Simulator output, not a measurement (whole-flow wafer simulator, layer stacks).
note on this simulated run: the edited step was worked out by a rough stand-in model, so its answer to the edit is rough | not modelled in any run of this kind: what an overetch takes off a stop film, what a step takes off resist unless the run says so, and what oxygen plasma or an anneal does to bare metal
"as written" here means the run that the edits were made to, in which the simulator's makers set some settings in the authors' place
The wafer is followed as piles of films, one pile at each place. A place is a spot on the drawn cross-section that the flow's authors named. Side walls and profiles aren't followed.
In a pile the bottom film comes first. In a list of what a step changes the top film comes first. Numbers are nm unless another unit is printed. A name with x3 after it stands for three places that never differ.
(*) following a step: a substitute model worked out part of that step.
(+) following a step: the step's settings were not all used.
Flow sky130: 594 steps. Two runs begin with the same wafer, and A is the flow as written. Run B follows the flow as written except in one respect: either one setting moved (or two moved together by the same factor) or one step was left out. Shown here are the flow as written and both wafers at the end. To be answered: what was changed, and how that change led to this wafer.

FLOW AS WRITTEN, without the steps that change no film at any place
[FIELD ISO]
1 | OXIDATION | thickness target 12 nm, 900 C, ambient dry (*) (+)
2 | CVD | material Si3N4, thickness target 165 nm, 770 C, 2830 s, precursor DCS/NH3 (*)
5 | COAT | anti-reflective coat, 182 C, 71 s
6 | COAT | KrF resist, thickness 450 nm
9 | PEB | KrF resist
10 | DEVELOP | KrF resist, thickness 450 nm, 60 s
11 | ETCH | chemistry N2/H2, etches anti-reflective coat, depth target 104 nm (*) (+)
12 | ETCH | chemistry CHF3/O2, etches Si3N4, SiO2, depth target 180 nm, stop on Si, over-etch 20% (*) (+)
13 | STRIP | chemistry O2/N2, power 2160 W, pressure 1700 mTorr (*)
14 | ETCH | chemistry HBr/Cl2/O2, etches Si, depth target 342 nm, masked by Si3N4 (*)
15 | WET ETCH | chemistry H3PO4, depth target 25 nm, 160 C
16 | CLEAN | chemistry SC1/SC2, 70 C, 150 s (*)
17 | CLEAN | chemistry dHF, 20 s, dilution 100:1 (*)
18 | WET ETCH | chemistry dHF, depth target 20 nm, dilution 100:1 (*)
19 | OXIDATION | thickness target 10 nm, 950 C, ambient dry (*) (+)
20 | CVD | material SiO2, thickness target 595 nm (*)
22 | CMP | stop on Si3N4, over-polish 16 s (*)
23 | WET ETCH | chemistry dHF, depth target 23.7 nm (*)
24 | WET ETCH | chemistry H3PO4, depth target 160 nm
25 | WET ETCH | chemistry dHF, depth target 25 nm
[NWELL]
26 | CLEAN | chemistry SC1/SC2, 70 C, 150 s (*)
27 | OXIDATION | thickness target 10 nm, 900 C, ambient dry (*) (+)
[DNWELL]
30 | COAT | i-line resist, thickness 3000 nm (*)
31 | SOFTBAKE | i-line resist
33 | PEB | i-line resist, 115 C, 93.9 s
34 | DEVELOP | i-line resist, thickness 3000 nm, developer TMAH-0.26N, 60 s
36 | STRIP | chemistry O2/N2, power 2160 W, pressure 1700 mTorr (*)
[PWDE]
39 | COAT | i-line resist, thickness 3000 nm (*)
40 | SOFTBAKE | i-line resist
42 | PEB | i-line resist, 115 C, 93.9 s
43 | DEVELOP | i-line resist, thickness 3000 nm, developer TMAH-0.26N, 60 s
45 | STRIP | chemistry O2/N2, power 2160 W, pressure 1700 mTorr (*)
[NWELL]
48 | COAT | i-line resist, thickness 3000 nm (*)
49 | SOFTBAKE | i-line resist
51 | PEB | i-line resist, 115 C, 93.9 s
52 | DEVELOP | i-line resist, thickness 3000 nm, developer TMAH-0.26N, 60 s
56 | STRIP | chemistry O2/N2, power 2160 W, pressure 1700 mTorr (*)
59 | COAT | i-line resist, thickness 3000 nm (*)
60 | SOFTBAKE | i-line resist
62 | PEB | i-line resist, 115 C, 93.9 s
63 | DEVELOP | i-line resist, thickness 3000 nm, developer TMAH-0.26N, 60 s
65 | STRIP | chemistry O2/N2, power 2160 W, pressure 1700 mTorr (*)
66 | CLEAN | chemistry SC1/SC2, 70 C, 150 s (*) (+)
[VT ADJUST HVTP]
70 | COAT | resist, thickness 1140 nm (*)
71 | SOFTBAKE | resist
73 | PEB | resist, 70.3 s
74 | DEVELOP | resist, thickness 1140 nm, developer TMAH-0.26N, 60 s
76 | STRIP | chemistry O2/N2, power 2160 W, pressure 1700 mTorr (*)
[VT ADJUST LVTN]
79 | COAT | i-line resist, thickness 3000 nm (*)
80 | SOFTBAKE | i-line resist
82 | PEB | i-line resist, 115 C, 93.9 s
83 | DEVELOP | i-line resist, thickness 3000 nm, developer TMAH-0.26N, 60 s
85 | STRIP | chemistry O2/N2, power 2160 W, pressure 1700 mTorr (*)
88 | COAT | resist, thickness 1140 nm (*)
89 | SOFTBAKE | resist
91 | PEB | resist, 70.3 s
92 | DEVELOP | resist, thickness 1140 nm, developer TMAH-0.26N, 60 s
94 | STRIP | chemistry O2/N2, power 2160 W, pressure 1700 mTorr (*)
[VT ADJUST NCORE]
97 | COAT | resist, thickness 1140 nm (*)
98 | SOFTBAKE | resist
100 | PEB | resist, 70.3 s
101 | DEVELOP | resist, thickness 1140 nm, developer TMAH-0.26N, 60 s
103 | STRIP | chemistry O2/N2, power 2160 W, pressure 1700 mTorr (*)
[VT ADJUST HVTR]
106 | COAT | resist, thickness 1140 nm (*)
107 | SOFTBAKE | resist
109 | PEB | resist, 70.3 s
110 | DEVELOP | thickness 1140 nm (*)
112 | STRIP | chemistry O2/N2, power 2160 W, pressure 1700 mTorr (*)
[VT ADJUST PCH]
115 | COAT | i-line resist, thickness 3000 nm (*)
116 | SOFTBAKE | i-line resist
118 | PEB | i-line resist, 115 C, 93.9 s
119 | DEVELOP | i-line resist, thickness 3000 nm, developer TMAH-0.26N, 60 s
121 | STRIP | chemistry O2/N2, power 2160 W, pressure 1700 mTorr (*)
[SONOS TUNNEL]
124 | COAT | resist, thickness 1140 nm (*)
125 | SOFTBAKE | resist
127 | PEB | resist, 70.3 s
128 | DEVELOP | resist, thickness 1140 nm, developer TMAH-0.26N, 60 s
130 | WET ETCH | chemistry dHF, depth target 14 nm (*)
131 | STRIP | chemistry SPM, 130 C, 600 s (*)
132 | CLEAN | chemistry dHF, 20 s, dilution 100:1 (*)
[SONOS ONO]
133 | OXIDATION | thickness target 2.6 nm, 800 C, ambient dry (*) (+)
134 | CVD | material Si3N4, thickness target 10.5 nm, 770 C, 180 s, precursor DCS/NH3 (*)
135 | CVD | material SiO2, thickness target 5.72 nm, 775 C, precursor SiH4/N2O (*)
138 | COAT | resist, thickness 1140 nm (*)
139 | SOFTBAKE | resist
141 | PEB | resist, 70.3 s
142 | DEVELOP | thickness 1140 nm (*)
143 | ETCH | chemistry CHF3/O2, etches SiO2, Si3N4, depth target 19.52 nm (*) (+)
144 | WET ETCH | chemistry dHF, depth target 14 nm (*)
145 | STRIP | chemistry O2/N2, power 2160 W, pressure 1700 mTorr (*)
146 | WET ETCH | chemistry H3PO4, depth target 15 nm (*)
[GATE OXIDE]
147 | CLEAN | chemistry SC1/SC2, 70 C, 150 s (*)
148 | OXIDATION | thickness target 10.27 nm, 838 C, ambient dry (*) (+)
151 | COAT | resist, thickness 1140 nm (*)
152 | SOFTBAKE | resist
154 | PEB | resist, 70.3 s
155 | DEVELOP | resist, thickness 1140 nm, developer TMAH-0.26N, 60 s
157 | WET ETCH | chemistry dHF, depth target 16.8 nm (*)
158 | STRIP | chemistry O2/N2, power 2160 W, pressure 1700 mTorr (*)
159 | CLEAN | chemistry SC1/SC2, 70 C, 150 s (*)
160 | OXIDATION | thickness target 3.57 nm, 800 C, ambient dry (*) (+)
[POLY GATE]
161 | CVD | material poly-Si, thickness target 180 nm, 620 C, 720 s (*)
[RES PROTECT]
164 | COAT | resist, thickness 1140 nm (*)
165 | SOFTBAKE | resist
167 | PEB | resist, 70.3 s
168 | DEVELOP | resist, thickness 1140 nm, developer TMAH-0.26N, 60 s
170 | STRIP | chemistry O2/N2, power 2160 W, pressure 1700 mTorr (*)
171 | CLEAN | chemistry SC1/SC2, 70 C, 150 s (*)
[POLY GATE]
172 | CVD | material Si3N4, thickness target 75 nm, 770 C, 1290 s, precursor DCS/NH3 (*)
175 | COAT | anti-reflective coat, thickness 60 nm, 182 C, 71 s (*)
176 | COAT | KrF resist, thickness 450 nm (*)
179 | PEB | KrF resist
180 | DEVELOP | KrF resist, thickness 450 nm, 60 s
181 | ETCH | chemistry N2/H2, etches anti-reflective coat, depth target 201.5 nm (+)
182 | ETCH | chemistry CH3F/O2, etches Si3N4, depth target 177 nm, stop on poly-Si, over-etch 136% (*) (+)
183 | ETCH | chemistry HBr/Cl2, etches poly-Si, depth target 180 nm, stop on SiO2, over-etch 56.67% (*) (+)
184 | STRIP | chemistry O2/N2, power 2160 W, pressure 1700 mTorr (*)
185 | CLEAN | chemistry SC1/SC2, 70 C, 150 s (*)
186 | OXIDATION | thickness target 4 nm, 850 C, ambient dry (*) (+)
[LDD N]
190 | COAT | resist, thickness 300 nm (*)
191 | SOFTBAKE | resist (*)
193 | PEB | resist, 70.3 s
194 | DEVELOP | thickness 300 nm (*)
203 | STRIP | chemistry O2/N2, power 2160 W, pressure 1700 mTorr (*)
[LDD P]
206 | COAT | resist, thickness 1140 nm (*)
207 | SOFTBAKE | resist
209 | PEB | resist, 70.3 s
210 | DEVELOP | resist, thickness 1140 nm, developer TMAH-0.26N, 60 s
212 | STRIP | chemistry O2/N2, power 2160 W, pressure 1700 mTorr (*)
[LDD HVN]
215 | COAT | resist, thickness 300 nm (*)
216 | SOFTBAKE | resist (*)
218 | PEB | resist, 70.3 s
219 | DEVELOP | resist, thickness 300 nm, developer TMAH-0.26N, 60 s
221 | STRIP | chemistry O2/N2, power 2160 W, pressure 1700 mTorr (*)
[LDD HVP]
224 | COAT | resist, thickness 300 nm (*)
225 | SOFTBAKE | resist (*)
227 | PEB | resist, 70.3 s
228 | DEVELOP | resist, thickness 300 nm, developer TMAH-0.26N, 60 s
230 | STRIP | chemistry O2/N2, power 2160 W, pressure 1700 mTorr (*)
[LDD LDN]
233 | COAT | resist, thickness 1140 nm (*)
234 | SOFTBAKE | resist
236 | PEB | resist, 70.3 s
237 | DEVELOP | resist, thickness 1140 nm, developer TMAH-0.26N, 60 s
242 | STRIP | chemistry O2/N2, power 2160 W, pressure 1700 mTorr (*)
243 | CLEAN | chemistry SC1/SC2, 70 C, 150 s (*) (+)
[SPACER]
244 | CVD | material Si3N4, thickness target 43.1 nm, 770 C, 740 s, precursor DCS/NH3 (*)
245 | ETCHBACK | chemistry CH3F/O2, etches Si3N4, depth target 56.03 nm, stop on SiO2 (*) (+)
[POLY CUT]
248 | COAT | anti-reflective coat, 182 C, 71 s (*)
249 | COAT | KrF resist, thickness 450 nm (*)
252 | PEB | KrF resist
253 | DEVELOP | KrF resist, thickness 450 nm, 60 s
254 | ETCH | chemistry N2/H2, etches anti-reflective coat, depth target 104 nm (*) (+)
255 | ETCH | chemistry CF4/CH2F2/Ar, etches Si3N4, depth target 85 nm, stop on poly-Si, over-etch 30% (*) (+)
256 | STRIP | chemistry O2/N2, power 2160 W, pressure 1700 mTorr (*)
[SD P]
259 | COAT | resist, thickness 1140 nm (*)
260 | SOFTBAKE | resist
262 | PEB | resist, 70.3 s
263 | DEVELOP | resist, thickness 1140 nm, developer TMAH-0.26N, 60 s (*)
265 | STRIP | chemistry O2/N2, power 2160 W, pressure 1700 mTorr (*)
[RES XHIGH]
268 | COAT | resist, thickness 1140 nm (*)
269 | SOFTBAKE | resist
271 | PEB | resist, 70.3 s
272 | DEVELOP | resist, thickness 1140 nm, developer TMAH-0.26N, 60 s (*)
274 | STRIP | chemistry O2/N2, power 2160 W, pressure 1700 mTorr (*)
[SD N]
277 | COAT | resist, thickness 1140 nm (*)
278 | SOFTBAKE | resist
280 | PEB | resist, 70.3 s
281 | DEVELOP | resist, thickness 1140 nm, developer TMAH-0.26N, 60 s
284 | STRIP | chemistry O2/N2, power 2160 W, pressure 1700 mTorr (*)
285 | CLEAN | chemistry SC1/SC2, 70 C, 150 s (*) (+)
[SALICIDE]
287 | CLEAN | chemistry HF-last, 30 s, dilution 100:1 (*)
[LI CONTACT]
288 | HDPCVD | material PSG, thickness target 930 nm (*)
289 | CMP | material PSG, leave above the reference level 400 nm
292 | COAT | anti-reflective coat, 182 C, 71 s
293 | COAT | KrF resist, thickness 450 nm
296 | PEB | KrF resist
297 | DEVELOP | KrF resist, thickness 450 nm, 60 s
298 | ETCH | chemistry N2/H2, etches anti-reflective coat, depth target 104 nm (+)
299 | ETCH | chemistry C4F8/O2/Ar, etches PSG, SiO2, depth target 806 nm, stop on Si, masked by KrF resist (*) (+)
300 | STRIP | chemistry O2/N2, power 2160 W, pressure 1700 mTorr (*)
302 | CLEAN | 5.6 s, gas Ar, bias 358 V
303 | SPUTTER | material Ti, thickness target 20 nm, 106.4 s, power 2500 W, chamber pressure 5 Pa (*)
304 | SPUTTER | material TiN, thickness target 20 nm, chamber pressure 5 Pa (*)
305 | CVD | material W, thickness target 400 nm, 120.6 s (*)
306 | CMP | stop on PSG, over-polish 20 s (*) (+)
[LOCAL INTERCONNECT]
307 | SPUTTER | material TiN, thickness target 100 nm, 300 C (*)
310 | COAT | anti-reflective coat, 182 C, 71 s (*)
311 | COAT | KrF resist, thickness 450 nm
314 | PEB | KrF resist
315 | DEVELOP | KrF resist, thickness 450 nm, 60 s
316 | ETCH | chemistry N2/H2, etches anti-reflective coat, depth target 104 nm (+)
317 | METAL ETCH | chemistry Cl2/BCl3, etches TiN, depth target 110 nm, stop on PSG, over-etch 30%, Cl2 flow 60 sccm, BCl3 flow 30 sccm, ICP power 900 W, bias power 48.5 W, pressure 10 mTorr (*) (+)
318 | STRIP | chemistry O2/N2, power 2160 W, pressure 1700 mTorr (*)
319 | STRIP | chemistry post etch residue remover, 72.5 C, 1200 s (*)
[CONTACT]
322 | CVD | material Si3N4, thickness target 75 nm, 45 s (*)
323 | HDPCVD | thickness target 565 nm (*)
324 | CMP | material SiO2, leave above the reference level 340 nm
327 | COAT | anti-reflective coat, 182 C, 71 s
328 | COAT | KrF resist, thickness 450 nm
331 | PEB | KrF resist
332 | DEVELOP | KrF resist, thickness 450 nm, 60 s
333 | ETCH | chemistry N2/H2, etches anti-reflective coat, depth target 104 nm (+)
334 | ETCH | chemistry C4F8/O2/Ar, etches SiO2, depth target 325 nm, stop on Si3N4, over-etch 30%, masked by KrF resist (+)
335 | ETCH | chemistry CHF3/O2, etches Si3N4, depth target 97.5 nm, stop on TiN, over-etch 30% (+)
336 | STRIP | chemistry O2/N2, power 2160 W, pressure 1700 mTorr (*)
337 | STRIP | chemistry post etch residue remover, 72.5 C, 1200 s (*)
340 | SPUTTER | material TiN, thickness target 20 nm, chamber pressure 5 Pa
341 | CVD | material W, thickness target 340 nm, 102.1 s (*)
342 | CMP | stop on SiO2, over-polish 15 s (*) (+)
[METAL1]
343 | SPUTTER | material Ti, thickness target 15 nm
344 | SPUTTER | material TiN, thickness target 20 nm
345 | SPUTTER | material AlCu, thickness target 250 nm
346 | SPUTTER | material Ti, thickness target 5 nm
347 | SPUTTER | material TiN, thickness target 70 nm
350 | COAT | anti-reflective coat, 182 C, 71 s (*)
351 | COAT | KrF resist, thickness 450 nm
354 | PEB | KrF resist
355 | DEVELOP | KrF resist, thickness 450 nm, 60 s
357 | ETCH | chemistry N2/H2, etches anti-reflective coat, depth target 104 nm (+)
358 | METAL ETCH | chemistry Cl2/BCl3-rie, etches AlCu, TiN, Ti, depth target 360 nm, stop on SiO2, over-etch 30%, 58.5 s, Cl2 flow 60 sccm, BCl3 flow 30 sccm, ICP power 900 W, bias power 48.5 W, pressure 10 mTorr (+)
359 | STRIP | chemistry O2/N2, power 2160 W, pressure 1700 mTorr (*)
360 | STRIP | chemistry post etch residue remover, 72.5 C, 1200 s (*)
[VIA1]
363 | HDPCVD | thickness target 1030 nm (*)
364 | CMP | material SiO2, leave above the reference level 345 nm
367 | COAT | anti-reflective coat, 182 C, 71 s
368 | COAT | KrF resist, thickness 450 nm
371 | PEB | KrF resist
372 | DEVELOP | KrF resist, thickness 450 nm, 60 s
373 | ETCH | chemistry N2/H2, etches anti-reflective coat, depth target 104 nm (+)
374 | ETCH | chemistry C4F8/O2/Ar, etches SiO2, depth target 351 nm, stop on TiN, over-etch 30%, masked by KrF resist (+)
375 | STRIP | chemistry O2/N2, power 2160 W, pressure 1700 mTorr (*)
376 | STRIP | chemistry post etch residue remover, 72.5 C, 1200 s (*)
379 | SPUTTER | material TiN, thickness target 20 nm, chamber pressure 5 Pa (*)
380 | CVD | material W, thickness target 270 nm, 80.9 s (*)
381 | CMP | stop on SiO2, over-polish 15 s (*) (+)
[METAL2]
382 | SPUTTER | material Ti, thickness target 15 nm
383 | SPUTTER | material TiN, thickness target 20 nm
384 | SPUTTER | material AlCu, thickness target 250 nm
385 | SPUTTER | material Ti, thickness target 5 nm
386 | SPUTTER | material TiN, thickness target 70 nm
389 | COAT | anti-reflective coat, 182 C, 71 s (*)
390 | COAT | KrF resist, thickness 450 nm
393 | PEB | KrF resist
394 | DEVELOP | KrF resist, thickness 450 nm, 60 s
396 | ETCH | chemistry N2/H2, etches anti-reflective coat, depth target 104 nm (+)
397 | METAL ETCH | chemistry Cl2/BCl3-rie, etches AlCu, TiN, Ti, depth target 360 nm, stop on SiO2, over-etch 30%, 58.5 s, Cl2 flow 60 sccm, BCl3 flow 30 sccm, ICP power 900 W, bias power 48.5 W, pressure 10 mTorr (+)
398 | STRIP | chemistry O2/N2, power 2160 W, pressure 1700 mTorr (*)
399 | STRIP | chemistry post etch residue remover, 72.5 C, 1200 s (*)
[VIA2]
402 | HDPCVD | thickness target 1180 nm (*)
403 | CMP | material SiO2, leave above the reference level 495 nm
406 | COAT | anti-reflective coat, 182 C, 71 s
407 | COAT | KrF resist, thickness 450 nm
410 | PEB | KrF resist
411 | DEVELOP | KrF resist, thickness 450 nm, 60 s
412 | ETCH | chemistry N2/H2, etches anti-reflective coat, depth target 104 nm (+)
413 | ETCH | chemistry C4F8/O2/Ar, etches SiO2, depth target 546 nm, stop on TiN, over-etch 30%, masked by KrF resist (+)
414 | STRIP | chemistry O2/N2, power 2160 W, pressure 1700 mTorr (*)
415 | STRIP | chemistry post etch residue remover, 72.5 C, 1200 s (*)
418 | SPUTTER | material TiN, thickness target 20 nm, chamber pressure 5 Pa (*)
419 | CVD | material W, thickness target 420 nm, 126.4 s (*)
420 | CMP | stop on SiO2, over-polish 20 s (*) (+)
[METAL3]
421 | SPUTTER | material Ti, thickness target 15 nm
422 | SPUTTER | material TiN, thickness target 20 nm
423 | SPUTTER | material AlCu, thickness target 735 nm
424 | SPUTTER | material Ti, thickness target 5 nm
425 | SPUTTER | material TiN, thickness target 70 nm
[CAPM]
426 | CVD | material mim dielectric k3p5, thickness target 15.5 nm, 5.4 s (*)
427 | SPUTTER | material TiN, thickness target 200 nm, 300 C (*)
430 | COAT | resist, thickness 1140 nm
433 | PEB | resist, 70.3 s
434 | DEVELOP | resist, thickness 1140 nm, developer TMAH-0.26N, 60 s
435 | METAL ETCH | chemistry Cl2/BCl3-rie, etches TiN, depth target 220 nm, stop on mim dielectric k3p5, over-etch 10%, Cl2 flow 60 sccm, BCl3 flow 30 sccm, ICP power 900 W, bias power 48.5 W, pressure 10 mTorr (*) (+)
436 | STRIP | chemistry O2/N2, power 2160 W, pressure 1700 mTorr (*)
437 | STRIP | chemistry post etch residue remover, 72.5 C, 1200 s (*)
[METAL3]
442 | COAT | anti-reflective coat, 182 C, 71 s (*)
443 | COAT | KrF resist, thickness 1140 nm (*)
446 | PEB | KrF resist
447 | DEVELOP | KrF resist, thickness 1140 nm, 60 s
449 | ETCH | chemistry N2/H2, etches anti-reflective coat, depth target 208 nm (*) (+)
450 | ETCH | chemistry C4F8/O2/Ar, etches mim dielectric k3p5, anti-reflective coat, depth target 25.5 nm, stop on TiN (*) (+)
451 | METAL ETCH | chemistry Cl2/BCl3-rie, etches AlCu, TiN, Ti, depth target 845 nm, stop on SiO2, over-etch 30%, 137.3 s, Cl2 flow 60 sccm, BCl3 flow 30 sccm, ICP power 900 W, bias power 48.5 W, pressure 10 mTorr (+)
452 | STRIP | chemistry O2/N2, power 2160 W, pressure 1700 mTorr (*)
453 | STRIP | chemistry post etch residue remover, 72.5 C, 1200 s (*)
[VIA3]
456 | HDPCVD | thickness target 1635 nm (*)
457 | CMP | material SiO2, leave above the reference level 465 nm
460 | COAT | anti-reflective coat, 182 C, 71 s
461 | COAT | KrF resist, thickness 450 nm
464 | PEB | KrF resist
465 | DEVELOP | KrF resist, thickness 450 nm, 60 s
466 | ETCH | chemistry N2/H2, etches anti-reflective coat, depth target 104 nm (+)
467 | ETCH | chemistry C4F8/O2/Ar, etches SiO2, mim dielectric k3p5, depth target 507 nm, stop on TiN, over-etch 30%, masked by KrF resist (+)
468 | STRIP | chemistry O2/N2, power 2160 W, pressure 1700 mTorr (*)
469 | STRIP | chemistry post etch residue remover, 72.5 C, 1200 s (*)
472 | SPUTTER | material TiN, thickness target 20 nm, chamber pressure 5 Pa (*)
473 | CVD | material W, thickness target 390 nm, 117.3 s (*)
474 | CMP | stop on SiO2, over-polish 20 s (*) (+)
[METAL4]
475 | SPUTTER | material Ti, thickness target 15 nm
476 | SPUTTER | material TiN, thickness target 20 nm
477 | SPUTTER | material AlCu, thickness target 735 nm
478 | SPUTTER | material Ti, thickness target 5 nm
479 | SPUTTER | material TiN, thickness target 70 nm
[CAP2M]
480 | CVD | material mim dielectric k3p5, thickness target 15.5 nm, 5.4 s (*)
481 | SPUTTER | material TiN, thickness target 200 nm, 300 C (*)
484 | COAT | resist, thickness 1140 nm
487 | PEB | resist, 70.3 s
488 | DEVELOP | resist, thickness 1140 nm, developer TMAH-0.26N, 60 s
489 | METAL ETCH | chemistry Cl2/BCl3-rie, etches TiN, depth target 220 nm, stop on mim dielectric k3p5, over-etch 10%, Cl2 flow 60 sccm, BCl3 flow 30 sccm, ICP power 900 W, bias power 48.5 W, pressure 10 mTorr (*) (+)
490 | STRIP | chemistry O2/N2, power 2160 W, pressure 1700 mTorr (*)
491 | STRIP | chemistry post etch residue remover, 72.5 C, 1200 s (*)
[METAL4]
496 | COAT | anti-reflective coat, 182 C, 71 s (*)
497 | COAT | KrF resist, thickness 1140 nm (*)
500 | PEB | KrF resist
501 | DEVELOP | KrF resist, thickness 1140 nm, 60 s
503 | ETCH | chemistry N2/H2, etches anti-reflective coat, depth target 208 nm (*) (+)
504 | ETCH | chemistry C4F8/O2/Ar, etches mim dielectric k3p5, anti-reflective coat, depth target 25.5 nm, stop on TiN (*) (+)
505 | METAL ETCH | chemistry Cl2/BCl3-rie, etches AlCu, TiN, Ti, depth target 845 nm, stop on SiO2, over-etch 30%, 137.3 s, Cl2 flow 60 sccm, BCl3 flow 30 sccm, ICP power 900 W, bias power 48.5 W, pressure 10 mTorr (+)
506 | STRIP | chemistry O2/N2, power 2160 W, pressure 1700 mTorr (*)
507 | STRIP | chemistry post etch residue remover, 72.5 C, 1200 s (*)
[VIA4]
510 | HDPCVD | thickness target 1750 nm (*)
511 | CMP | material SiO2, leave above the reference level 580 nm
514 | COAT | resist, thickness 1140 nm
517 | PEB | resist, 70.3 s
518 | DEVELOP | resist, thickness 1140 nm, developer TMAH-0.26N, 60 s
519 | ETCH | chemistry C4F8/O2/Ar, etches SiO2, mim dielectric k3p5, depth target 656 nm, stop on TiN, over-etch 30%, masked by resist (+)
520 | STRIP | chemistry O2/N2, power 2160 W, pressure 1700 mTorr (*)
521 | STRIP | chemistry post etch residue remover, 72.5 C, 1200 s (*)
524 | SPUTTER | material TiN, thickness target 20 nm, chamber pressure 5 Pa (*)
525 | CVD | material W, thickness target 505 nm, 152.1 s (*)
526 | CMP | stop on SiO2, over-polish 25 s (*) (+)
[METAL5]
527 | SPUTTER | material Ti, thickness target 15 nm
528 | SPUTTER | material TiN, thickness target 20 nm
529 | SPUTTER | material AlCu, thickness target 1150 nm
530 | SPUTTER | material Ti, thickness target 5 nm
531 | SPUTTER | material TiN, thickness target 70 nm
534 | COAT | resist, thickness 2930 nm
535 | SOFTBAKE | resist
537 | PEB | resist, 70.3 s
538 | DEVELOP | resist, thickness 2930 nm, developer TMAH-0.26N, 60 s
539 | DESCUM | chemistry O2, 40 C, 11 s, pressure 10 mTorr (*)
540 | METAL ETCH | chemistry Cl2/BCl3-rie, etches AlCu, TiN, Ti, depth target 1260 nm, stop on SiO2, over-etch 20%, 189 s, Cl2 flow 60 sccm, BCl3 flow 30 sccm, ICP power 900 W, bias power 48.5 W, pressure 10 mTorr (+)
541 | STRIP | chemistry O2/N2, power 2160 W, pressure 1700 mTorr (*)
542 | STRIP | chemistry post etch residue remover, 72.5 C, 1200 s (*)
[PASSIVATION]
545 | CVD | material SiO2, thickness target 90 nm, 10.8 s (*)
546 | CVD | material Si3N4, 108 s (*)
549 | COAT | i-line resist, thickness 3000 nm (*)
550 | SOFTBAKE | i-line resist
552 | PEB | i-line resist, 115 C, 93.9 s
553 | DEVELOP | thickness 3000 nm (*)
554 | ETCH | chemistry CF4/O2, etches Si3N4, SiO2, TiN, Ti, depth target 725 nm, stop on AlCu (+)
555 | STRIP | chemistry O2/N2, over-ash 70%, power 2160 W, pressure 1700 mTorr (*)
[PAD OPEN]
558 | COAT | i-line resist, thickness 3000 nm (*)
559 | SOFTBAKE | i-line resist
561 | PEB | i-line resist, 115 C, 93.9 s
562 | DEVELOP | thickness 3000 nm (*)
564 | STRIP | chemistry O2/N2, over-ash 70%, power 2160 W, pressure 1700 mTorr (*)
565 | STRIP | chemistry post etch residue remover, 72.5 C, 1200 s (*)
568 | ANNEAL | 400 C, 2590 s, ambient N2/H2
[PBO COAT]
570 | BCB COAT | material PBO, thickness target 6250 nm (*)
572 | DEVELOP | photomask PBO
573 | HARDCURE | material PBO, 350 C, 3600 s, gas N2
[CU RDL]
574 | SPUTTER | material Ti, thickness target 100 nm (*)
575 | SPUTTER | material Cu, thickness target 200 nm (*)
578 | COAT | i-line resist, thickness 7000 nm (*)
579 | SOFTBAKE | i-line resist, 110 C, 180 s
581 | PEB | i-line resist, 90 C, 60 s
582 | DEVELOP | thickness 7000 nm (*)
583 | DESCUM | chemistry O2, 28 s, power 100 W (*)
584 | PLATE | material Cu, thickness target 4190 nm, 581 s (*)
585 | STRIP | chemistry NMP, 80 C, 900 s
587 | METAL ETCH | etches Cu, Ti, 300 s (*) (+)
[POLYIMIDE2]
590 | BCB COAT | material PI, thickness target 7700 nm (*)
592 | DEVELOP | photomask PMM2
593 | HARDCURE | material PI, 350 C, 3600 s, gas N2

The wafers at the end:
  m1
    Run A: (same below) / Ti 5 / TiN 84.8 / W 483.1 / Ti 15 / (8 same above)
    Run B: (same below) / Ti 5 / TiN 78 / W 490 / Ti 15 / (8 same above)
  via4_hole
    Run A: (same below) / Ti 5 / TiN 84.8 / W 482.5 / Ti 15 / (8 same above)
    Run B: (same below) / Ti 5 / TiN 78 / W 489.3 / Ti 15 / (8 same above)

What caused this: step 524, SPUTTER: thickness target 11 nm was run, whereas the flow has thickness target 20 nm.

How this came from the change, step by step:
  524 | SPUTTER | material TiN, thickness target 20 nm, chamber pressure 5 Pa (*)
      field, active, n_well and 188 more: A +20 TiN (new film) | B +11 TiN (new film)
      m1: A +15.3 TiN | B +8.4 TiN
      (also at 1 further place)
  526 | CMP | stop on SiO2, over-polish 25 s (*) (+)
      field, active, n_well and 188 more: A -505 W (all of it), -20 TiN (all of it), -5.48 SiO2 | B -505 W (all of it), -11 TiN (all of it), -5.48 SiO2
